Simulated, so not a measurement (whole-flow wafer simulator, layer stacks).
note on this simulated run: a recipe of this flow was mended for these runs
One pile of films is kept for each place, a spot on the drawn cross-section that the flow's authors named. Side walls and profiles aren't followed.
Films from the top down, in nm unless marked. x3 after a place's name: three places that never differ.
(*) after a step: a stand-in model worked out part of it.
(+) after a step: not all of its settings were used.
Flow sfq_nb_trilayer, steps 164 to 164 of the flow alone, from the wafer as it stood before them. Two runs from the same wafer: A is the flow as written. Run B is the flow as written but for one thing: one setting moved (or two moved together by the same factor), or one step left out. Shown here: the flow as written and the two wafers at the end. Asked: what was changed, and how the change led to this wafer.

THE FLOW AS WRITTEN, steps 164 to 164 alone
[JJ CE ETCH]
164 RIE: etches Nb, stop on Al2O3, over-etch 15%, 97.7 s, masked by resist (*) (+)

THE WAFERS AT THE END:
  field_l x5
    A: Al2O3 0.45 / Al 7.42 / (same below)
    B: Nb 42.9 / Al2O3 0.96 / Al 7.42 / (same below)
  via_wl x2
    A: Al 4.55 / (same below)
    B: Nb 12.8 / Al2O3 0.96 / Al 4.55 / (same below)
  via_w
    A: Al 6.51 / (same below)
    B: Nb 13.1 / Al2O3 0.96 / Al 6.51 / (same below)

The cause: step 164, RIE: 63.5 s was run, where the flow has 97.7 s.

How the change led to this, step by step:
  164 RIE: etches Nb, stop on Al2O3, over-etch 15%, 97.7 s, masked by resist (*) (+)
      field_l x5, v_sur x17, via_v and 76 more: A Nb -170 (all of it), Al2O3 -0.51 | B Nb -127.1
      via_wl x2: A Nb -139.9 (all of it), Al2O3 -0.96 (all of it) | B Nb -127.1
      (and at 5 more places)
Counting metal films that touch as one body, field_l x5 has 4 bodies (between them, from the top down: Al2O3 0.96; SiO2 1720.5; SiO2 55); the flow as written gives 3 bodies (between them, from the top down: SiO2 1720.5; SiO2 55).
Counting metal films that touch as one body, via_wl x2 has 6 bodies (between them, from the top down: Al2O3 0.96; SiO2 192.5; SiO2 192.5; SiO2 192.5; SiO2 192.5); the flow as written gives 5 bodies (between them, from the top down: SiO2 192.5; SiO2 192.5; SiO2 192.5; SiO2 192.5).
Counting metal films that touch as one body, via_w has 4 bodies (between them, from the top down: Al2O3 0.96; SiO2 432; SiO2 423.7); the flow as written gives 3 bodies (between them, from the top down: SiO2 432; SiO2 423.7).
